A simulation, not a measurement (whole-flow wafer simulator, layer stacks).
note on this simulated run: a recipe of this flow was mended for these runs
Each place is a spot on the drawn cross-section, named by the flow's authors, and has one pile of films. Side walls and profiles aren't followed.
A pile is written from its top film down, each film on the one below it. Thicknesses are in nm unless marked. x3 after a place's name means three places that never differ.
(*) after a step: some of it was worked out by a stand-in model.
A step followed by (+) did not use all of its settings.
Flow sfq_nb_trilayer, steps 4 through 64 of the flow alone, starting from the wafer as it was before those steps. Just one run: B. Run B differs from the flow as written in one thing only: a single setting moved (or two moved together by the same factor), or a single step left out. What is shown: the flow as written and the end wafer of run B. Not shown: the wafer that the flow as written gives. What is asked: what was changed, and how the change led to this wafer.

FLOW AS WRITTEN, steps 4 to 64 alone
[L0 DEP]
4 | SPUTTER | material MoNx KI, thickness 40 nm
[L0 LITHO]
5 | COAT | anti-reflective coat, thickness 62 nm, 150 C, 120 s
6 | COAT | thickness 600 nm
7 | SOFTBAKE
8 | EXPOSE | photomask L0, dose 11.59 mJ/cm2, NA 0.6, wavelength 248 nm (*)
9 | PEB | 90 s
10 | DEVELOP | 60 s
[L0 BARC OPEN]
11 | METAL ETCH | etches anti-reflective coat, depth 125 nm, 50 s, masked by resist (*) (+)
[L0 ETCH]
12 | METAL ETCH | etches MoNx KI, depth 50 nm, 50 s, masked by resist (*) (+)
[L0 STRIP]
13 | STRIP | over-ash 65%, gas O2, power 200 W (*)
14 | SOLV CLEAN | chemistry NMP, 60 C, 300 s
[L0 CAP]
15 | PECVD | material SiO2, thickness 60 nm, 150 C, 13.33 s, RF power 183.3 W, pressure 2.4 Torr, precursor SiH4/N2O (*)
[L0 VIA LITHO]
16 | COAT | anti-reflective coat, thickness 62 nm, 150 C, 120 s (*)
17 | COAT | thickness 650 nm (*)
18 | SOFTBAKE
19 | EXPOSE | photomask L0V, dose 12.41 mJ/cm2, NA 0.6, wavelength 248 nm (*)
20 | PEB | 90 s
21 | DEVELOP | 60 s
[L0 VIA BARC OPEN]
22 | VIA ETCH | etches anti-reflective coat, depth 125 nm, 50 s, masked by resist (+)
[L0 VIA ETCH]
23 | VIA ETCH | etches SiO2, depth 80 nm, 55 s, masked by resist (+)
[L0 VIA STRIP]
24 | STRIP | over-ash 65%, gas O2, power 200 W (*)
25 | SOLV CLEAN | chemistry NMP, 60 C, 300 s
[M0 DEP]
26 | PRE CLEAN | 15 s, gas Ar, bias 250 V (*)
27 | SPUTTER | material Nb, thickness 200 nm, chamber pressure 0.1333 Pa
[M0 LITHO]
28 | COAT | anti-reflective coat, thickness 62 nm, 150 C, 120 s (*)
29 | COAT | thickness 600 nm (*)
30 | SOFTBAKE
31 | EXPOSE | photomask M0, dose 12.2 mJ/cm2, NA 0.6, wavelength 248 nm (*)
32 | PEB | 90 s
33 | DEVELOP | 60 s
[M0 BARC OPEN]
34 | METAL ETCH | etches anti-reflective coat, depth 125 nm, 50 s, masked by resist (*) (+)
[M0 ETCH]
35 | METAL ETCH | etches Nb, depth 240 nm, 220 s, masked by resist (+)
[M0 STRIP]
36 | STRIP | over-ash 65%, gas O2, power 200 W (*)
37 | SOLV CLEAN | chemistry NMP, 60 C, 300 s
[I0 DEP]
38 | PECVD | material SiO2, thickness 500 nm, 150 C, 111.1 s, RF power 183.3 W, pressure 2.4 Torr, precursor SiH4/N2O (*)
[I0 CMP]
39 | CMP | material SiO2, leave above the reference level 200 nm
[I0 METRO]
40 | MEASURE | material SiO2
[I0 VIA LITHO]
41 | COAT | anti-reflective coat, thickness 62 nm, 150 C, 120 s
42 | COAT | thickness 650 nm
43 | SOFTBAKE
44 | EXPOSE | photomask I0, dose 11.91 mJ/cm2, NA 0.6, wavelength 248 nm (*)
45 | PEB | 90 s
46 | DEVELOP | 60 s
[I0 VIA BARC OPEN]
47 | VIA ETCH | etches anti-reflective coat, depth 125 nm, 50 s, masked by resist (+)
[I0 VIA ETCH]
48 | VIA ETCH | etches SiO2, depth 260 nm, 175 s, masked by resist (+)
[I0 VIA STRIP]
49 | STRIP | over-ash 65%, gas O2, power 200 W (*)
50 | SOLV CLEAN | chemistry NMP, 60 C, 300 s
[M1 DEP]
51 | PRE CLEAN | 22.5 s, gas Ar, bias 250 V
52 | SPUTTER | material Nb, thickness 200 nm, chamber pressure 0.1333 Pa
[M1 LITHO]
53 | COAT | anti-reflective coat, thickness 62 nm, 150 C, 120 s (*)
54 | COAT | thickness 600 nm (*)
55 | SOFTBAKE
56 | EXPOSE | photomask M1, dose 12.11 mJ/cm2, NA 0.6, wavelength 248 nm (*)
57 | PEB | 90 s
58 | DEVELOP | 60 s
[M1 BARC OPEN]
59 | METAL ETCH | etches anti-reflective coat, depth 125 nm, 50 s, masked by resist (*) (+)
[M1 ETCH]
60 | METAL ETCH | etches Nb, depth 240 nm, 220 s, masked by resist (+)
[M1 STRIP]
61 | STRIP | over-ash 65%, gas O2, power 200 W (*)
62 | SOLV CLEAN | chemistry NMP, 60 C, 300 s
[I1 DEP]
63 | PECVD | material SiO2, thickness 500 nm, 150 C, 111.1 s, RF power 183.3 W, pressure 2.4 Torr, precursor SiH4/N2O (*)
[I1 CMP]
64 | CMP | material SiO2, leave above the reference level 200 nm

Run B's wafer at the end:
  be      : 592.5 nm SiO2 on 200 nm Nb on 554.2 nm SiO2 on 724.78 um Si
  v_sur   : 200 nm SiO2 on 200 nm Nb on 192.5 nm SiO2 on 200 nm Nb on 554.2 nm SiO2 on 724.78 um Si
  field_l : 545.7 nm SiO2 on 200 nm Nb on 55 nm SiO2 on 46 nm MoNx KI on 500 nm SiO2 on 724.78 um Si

The reason: step 4, SPUTTER: thickness 46 nm was run, while the flow as written has thickness 40 nm.
The wafer lets one read it off: field_l has MoNx KI 46, and step 4 as written asks for 40 nm.

Step by step, how the change led to this:
  4 | SPUTTER | material MoNx KI, thickness 40 nm
      field_l, v_sur, via_wl and 103 more: +46 MoNx KI (new film) (it would be, as written: +40 MoNx KI (new film))
  12 | METAL ETCH | etches MoNx KI, depth 50 nm, 50 s, masked by resist (*) (+)
      v_sur, via_wl, via_w and 97 more: -46 MoNx KI (all of it), -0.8 SiO2 (it would be, as written: -40 MoNx KI (all of it), -2 SiO2)
  16 | COAT | anti-reflective coat, thickness 62 nm, 150 C, 120 s (*)
      field_l: +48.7 anti-reflective coat (new film) (it would be, as written: +50 anti-reflective coat (new film))
      v_sur: +79.8 anti-reflective coat (new film) (it would be, as written: +78.1 anti-reflective coat (new film))
      (as well as at 2 more places)
  24 | STRIP | over-ash 65%, gas O2, power 200 W (*)
      field_l: -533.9 KrF-resist-other-grade (all of it), -48.7 anti-reflective coat (all of it) (it would be, as written: -534.7 KrF-resist-other-grade (all of it), -50 anti-reflective coat (all of it))
      v_sur: -545 KrF-resist-other-grade (all of it), -79.8 anti-reflective coat (all of it) (it would be, as written: -544.6 KrF-resist-other-grade (all of it), -78.1 anti-reflective coat (all of it))
      (as well as at 2 more places)
  28 | COAT | anti-reflective coat, thickness 62 nm, 150 C, 120 s (*)
      v_sur: +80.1 anti-reflective coat (new film) (it would be, as written: +78.2 anti-reflective coat (new film))
      lsp_r: +72.7 anti-reflective coat (new film) (it would be, as written: +71.1 anti-reflective coat (new film))
      (as well as at 2 more places)
  36 | STRIP | over-ash 65%, gas O2, power 200 W (*)
      v_sur: -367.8 KrF-resist-other-grade (all of it), -80.1 anti-reflective coat (all of it) (it would be, as written: -367.4 KrF-resist-other-grade (all of it), -78.2 anti-reflective coat (all of it))
      lsp_r: -369.2 KrF-resist-other-grade (all of it), -72.7 anti-reflective coat (all of it) (it would be, as written: -368.6 KrF-resist-other-grade (all of it), -71.1 anti-reflective coat (all of it))
      (as well as at 2 more places)
